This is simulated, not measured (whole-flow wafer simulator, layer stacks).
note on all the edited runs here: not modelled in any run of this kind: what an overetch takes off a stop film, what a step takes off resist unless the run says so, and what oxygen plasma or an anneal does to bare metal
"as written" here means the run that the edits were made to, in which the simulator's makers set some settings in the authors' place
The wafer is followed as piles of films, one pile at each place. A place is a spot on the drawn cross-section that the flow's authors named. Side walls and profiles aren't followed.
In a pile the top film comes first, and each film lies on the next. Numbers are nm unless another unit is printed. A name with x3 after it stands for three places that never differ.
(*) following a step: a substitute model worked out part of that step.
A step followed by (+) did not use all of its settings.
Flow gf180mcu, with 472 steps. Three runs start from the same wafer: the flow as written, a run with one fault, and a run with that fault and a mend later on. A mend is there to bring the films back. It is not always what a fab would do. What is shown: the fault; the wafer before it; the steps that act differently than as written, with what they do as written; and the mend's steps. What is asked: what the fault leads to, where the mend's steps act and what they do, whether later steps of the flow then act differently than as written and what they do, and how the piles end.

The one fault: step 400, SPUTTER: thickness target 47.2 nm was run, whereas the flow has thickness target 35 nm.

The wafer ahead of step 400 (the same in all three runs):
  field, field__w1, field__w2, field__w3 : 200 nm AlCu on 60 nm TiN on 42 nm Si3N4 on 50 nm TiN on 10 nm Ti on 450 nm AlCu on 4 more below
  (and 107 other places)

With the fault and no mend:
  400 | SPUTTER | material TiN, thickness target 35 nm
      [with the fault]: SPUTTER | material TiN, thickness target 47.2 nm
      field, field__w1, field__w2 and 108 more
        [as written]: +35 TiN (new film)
        [with the fault]: +47.2 TiN (new film)
  Steps later in the flow that act otherwise than as written (8 more steps, not shown, differ only slightly: by at most 2% or 0.5 nm, whichever is larger):
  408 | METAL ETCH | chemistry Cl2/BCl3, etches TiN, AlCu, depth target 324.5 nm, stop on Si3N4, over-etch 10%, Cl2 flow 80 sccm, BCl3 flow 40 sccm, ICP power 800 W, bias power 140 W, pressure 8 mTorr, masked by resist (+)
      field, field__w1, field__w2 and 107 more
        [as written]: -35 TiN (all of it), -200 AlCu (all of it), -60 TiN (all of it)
        [with the fault]: -47.2 TiN (all of it), -200 AlCu (all of it), -60 TiN (all of it)
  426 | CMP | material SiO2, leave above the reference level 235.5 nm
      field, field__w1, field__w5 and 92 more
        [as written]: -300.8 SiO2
        [with the fault]: -288.6 SiO2
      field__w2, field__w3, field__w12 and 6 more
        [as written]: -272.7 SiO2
        [with the fault]: -260.5 SiO2
  By the end, the piles at mim depart from the flow's by more than 2% or 0.5 nm, whichever is larger.
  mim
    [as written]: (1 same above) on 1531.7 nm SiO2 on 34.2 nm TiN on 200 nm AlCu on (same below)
    [with the fault]: (1 same above) on 1531.7 nm SiO2 on 46.4 nm TiN on 200 nm AlCu on (same below)

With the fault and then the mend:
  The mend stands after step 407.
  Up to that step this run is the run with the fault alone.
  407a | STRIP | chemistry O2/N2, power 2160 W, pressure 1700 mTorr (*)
      mim
        -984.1 resist (all of it)
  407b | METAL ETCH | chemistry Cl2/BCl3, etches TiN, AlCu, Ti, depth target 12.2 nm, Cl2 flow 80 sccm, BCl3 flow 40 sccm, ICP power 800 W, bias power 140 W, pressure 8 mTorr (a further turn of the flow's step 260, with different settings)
      field, field__w1, field__w2 and 108 more
        -12.2 TiN
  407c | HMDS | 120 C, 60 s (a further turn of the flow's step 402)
      alters no film at any place that is followed
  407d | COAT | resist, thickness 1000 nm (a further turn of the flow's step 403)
      field, field__w1, field__w2 and 108 more
        +1000 resist (new film)
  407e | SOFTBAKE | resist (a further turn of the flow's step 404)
      alters no film at any place that is followed
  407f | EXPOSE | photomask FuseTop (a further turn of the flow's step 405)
      alters no film at any place that is followed
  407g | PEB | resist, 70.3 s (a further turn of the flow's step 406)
      field, field__w1, field__w2 and 108 more
        -15.9 resist
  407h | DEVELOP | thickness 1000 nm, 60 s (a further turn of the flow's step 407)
      field, field__w1, field__w2 and 107 more
        -984.1 resist (all of it)
  Later steps of the flow that are run all act as written at every place that is followed.
  The piles end the same as the flow's at every place that both follow.
